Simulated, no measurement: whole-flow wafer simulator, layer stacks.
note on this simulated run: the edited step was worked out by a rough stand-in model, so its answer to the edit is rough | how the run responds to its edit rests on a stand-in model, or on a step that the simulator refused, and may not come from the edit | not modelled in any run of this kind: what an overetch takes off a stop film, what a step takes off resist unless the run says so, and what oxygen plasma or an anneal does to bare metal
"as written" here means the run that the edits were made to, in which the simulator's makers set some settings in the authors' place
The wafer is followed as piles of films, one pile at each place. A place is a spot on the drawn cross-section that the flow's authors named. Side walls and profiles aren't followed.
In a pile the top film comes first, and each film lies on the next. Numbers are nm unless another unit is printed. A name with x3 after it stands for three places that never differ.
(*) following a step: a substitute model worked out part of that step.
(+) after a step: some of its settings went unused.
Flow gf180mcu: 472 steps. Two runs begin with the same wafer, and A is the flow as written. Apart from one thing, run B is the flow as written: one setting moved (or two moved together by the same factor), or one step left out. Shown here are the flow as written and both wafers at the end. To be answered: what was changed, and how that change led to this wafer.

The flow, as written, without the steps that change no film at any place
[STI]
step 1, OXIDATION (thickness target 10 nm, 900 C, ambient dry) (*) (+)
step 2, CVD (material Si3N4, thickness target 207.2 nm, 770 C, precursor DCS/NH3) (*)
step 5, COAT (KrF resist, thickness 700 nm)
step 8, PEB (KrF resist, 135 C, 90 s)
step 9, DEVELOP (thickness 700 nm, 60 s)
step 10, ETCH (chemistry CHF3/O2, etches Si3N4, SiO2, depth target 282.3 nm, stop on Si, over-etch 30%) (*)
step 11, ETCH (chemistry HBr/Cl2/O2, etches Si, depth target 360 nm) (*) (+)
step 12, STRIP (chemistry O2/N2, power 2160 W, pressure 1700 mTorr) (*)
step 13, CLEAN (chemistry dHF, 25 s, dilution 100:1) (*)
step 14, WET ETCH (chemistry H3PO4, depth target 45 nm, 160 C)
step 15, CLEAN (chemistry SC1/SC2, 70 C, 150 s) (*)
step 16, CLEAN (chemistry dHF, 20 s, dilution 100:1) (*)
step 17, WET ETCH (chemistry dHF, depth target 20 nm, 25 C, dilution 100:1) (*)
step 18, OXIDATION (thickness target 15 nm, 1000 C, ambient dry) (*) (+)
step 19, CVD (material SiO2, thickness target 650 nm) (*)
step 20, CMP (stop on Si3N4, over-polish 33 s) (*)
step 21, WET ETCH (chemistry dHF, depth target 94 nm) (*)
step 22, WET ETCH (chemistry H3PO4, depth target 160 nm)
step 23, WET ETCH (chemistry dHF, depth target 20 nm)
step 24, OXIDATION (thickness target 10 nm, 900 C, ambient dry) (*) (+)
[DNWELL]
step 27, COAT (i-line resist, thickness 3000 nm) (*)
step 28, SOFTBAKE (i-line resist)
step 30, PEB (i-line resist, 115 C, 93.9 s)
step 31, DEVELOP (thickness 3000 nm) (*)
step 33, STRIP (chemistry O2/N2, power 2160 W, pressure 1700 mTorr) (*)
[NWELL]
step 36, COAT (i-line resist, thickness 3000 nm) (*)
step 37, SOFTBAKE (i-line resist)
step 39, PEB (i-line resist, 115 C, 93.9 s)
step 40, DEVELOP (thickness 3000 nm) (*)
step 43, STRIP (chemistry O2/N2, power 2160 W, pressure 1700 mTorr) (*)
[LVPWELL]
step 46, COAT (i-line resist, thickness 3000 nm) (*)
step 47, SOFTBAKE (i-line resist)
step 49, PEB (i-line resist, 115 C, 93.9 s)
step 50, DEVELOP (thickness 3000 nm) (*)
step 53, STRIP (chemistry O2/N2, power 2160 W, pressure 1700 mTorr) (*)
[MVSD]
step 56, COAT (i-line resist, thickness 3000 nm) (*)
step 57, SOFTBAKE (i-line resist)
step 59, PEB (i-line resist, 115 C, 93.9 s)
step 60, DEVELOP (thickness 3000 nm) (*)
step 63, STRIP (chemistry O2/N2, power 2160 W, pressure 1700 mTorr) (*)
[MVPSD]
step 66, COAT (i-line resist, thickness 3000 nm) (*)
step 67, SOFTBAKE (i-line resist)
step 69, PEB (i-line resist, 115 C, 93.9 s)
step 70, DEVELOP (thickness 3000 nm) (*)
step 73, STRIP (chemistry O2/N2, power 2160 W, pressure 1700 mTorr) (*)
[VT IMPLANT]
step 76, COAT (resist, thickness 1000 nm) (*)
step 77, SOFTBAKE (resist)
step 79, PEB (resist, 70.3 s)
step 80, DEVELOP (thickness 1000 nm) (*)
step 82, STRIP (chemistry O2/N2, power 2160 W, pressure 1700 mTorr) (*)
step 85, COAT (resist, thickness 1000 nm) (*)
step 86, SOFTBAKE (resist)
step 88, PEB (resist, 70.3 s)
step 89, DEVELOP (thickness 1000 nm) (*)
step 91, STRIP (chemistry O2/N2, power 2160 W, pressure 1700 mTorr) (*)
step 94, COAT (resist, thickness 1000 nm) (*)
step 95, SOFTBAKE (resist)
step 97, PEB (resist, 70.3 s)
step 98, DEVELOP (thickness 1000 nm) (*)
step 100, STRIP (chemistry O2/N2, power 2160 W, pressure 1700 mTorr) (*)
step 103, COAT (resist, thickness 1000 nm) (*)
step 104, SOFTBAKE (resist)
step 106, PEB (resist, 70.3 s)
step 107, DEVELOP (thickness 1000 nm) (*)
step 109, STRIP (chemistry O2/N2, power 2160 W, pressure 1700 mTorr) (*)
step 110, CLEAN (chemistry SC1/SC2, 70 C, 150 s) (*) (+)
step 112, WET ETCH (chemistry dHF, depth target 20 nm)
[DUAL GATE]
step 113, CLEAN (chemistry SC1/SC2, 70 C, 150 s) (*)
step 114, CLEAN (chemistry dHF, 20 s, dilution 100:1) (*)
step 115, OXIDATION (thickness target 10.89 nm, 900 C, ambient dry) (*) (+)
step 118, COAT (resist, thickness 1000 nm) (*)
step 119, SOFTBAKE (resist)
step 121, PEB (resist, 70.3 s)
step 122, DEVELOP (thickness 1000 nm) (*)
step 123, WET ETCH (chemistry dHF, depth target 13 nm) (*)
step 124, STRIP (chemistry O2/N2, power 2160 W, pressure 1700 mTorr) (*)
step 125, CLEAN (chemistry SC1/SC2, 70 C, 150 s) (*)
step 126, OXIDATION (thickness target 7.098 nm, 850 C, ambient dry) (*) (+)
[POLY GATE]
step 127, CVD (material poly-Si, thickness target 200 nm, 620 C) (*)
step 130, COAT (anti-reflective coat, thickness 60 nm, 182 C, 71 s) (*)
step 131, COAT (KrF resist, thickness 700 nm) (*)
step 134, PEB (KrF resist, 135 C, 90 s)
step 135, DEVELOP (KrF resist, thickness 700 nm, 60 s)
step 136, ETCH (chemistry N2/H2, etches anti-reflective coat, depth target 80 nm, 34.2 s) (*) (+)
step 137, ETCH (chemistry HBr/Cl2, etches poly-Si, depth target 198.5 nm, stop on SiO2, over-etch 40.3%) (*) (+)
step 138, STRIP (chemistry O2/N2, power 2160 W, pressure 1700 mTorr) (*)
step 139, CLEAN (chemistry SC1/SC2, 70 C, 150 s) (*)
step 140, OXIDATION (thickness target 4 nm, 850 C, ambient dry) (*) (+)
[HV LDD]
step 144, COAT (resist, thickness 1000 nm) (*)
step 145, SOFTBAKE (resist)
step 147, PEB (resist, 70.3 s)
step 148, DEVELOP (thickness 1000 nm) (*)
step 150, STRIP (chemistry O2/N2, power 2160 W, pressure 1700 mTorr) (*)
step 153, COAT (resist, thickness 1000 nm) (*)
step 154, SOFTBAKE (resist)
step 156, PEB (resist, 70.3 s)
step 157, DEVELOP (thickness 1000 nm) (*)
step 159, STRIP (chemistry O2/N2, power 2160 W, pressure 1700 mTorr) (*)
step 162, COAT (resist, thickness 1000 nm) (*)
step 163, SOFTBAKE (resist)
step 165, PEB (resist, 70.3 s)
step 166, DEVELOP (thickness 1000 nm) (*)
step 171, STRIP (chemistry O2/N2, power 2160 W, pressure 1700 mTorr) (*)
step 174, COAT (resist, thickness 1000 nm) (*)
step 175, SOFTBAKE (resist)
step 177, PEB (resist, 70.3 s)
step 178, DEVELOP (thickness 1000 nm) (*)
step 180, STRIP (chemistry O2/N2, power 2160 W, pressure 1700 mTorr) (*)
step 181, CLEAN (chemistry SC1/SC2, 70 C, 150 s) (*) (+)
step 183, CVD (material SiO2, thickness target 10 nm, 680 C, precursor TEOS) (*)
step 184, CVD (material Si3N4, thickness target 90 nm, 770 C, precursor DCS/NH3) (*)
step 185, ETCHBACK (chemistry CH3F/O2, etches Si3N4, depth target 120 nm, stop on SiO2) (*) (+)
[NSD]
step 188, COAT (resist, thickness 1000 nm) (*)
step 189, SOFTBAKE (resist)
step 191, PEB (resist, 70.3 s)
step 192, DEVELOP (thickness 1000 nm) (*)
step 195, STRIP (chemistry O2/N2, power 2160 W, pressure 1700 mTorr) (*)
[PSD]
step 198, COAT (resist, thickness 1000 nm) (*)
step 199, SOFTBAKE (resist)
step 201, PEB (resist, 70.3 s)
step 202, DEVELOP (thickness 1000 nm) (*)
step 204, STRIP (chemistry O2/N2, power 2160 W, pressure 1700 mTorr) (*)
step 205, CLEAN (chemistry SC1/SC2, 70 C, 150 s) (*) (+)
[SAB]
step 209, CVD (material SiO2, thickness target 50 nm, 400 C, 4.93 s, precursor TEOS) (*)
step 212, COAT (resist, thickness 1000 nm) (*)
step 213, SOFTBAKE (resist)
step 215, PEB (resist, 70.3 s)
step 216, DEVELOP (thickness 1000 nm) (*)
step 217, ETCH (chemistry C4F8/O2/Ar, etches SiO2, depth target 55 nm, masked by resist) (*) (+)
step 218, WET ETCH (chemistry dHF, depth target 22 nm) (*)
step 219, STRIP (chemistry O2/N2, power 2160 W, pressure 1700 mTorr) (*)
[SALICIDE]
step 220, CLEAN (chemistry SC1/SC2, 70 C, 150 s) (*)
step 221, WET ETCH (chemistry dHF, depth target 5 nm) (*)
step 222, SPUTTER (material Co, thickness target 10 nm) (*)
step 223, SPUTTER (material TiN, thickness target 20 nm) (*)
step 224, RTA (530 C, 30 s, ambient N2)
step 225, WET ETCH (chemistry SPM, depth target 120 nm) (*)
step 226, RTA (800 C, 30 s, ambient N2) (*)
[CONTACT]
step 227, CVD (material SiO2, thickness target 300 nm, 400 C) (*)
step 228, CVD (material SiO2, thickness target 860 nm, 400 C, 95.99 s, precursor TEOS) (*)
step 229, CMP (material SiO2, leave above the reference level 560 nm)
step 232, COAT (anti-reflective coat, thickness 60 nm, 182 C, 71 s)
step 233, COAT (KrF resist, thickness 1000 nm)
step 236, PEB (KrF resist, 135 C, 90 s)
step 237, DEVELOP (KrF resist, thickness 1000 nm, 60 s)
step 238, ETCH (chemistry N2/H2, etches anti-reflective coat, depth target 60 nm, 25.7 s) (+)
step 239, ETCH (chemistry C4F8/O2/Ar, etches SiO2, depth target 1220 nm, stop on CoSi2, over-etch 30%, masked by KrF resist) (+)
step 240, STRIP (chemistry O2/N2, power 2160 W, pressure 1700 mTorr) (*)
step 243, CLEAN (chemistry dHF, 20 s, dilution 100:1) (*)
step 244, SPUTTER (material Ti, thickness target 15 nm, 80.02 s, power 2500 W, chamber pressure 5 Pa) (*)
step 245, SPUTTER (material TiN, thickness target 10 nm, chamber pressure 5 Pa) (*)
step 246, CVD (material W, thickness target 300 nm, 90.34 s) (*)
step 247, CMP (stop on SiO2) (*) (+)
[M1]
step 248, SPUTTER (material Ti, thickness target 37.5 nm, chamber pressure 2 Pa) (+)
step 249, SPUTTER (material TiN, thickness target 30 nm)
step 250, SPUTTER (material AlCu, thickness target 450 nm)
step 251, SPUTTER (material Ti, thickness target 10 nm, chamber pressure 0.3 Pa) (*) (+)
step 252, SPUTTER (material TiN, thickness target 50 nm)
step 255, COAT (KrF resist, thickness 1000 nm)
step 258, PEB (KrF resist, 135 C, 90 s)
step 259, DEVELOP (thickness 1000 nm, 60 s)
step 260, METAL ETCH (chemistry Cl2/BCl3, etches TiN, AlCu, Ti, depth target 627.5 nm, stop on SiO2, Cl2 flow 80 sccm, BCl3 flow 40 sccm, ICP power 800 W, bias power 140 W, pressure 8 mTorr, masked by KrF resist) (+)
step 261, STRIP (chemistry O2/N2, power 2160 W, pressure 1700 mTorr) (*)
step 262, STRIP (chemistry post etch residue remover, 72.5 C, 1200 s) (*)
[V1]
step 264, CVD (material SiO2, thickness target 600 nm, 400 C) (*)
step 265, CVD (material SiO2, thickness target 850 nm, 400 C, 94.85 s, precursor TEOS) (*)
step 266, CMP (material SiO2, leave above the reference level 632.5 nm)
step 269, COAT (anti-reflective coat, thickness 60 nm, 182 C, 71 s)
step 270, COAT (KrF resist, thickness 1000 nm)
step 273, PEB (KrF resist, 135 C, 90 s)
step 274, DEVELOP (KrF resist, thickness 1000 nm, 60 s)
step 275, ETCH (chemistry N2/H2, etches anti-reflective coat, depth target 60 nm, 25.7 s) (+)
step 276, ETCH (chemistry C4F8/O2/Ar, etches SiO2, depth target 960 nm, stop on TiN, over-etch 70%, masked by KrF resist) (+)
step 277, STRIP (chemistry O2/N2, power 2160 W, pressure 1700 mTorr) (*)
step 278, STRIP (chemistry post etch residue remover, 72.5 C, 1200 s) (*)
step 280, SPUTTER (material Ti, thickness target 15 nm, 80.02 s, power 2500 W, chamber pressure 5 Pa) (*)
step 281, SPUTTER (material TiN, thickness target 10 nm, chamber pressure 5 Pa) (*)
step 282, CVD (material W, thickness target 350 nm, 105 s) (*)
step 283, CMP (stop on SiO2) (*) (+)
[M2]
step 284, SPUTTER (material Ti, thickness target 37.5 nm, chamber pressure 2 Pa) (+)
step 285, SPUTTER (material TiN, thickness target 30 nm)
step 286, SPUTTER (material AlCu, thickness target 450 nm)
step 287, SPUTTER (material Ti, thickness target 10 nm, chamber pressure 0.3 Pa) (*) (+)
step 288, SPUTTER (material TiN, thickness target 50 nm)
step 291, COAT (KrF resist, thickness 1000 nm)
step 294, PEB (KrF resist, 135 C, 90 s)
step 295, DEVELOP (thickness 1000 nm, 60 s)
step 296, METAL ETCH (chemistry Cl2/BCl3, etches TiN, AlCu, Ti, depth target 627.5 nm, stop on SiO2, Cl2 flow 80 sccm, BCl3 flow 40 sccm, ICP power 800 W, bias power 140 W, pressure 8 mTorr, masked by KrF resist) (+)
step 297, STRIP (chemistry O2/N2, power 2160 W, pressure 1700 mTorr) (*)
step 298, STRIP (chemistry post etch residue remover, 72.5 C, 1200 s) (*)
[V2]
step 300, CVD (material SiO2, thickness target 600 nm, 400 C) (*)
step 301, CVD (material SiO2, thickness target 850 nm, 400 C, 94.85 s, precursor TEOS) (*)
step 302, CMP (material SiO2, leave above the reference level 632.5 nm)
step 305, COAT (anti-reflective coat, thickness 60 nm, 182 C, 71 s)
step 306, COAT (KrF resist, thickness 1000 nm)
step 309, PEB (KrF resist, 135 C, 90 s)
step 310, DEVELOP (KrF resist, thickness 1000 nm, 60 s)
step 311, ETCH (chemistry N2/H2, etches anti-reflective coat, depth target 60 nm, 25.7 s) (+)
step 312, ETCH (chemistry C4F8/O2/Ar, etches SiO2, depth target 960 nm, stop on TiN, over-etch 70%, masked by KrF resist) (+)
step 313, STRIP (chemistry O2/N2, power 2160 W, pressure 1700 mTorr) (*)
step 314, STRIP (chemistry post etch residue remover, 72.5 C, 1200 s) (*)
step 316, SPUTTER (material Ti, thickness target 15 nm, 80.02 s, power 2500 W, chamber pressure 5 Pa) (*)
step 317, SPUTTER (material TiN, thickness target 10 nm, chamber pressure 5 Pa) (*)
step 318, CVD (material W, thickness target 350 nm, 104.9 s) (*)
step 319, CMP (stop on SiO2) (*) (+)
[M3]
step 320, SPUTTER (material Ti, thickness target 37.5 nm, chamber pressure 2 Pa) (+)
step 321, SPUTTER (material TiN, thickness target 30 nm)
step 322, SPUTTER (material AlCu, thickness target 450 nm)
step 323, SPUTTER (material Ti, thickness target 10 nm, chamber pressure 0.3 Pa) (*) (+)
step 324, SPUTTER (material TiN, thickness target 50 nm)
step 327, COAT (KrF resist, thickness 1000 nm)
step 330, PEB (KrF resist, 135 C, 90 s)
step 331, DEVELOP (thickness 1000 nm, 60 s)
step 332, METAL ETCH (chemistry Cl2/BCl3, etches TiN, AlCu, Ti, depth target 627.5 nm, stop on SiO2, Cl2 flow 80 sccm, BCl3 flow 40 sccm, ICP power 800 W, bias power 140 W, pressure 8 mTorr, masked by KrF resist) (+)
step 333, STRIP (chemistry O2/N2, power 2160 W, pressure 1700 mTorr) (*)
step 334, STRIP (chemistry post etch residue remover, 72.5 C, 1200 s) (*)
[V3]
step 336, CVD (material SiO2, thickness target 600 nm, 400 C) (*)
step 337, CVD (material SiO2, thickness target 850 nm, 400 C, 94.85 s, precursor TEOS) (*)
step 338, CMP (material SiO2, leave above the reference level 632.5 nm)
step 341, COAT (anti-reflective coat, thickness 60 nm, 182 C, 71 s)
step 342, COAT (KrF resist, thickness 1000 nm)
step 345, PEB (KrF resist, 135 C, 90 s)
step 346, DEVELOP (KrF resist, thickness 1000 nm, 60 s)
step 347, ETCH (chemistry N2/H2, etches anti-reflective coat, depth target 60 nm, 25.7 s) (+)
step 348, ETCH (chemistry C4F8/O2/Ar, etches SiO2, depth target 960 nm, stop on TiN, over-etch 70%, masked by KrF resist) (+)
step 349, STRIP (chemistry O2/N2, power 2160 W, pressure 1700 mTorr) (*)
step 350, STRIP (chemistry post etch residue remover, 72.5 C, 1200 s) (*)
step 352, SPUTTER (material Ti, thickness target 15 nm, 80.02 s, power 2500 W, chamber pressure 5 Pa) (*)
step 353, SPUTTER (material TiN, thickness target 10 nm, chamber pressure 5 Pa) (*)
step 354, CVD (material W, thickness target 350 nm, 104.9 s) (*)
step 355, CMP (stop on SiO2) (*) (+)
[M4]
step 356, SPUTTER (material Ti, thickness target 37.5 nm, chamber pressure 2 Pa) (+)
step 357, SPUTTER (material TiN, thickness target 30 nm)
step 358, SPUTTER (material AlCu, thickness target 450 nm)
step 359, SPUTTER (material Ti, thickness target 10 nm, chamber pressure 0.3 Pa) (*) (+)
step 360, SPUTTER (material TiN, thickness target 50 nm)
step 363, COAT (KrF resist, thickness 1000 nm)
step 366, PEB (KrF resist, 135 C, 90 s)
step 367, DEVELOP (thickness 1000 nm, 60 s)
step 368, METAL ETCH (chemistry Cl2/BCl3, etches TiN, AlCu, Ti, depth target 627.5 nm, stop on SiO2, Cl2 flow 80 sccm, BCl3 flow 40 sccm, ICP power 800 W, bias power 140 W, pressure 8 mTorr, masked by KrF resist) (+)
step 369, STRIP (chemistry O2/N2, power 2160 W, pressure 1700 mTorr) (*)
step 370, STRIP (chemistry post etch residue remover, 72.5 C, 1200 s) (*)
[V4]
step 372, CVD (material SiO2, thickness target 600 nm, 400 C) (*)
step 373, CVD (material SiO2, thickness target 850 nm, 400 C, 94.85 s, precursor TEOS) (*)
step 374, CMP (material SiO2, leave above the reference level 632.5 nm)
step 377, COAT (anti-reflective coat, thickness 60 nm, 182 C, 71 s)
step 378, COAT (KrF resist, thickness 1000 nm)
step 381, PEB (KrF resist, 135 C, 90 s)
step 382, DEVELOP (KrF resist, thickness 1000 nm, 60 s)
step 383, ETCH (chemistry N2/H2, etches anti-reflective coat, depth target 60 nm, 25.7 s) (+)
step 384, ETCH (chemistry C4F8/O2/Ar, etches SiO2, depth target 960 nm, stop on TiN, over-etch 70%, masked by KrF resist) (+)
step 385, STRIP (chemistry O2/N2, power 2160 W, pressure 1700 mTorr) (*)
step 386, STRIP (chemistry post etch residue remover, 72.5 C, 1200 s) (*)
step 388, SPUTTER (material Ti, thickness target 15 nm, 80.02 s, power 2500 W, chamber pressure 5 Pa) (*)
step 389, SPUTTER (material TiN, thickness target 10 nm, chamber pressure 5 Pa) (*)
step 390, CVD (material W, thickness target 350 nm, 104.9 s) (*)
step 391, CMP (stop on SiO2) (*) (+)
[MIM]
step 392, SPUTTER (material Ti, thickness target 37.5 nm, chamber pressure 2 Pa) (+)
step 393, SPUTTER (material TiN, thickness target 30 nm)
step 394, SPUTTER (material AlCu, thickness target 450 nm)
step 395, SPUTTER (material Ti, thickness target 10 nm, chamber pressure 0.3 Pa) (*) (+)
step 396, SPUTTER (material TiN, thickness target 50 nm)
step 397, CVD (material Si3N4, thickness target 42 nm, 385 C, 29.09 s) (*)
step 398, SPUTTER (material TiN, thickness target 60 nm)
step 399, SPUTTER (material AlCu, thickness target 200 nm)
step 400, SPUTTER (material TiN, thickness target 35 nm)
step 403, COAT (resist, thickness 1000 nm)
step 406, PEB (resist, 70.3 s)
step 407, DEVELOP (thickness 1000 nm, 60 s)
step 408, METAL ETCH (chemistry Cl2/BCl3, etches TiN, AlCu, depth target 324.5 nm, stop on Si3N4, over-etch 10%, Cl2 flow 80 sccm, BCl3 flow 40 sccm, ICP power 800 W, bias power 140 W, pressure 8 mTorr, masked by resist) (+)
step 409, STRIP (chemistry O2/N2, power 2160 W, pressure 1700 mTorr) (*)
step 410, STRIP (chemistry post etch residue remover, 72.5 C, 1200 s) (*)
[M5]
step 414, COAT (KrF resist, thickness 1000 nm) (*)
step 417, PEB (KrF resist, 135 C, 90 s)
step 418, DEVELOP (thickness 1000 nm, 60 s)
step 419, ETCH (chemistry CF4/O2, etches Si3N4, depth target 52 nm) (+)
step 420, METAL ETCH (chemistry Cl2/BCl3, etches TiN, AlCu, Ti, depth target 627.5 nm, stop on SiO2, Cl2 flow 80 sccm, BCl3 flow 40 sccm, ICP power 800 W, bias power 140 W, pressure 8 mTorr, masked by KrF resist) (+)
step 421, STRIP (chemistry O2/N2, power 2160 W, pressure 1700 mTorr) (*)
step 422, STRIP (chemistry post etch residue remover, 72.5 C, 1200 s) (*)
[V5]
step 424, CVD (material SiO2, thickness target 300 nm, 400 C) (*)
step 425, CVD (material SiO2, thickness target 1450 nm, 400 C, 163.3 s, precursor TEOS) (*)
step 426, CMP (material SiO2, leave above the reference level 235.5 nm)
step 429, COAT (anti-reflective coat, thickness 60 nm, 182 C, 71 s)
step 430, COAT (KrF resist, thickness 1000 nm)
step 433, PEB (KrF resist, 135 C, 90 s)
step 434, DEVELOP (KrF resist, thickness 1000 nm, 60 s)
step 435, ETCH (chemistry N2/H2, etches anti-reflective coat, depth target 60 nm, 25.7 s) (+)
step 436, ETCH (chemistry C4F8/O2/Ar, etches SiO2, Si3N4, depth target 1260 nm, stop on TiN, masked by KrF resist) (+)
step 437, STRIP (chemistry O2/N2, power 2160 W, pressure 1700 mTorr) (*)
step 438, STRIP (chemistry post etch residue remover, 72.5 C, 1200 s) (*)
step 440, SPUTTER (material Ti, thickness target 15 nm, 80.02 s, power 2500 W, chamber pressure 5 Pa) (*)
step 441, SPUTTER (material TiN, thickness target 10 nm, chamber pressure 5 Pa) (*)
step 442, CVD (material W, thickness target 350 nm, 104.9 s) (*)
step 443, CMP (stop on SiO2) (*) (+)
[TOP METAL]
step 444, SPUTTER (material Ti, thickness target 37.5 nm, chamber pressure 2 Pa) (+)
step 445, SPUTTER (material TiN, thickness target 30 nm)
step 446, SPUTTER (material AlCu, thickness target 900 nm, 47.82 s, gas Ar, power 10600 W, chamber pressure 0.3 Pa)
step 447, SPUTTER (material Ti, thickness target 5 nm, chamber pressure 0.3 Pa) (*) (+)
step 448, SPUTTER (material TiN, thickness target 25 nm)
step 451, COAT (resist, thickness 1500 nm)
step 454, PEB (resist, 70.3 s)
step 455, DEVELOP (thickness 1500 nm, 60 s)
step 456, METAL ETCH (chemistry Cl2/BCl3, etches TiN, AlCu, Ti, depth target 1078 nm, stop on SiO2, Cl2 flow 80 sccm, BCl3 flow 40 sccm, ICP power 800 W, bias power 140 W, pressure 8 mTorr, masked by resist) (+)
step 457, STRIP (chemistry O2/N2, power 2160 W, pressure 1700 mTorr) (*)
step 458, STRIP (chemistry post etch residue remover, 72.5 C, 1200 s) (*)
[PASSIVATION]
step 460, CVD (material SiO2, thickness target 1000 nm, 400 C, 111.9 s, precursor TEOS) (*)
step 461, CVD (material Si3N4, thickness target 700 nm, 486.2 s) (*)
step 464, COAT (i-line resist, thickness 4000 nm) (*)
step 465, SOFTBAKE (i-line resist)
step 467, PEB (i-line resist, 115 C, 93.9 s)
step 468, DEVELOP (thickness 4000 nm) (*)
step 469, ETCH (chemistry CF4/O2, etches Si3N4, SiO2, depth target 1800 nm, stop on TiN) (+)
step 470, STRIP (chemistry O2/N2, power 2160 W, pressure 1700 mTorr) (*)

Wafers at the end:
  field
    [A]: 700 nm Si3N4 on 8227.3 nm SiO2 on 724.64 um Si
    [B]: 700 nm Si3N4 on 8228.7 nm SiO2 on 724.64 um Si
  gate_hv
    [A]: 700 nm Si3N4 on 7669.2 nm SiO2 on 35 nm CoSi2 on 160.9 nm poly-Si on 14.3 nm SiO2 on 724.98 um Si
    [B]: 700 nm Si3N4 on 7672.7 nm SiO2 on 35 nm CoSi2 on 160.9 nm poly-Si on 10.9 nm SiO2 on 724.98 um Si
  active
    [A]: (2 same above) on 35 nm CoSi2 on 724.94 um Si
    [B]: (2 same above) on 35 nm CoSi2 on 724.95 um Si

Cause: step 115, OXIDATION: thickness target 7.076 nm was run, whereas the flow has thickness target 10.89 nm.

How this came from the change, step by step:
  step 115, OXIDATION (thickness target 10.89 nm, 900 C, ambient dry) (*) (+)
      active, n_well, p_well and 40 more: A SiO2 gains 10.9 (new film), Si loses 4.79 | B SiO2 gains 7.08 (new film), Si loses 3.11
      sti, mim_1p0, pad and 21 more: A SiO2 gains 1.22, Si loses 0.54 | B SiO2 gains 0.6, Si loses 0.26
      (as well as at 25 more places)
  step 123, WET ETCH (chemistry dHF, depth target 13 nm) (*)
      active, n_well, p_well and 12 more: A SiO2 loses 10.9 (all of it) | B SiO2 loses 7.08 (all of it)
  step 130, COAT (anti-reflective coat, thickness 60 nm, 182 C, 71 s) (*)
      p_well, spacer, sd_n: A anti-reflective coat gains 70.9 (new film) | B anti-reflective coat gains 68.8 (new film)
      contact: A anti-reflective coat gains 67.5 (new film) | B anti-reflective coat gains 65.7 (new film)
      (as well as at 2 more places)
  step 136, ETCH (chemistry N2/H2, etches anti-reflective coat, depth target 80 nm, 34.2 s) (*) (+)
      p_well, spacer, sd_n: A anti-reflective coat loses 70.9 (all of it), poly-Si loses 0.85 | B anti-reflective coat loses 68.8 (all of it), poly-Si loses 0.9
      contact: A anti-reflective coat loses 67.5 (all of it), poly-Si loses 0.94 | B anti-reflective coat loses 65.7 (all of it), poly-Si loses 0.98
      (as well as at 2 more places)
  step 145, SOFTBAKE (resist)
      active_nat: A resist gains 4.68 | B resist gains 8.9
  step 154, SOFTBAKE (resist)
      active_nat: A resist gains 4.68 | B resist gains 8.9
  step 163, SOFTBAKE (resist)
      active_nat: A resist gains 4.68 | B resist gains 8.9
  step 175, SOFTBAKE (resist)
      active_nat: A resist gains 4.68 | B resist gains 8.9
  step 189, SOFTBAKE (resist)
      active_hv: A resist gains 2.68 | B resist loses 0.4
      nw_enc_fld_lv__w3: A resist gains 2.11 | B resist loses 1.68
  step 199, SOFTBAKE (resist)
      active_hv: A resist gains 2.68 | B resist loses 0.4
      nw_enc_fld_lv__w3: A resist gains 2.11 | B resist loses 1.68
  step 218, WET ETCH (chemistry dHF, depth target 22 nm) (*)
      ldn_tap, ldn_src, ldn_drn, ldp_tap, ldp_src, ldp_drn, ldp_gr: A SiO2 loses 16 (all of it) | B SiO2 loses 12.7 (all of it)
      ld_drn_n, ld_sd_p: A SiO2 loses 14.8 (all of it) | B SiO2 loses 11.6 (all of it)
      (as well as at 5 more places)
  step 223, SPUTTER (material TiN, thickness target 20 nm) (*)
      field__w12: A TiN gains 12 (new film) | B TiN gains 12.6 (new film)
  step 225, WET ETCH (chemistry SPM, depth target 120 nm) (*)
      field__w12: A TiN loses 12 (all of it), Co loses 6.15 (all of it) | B TiN loses 12.6 (all of it), Co loses 6.15 (all of it)
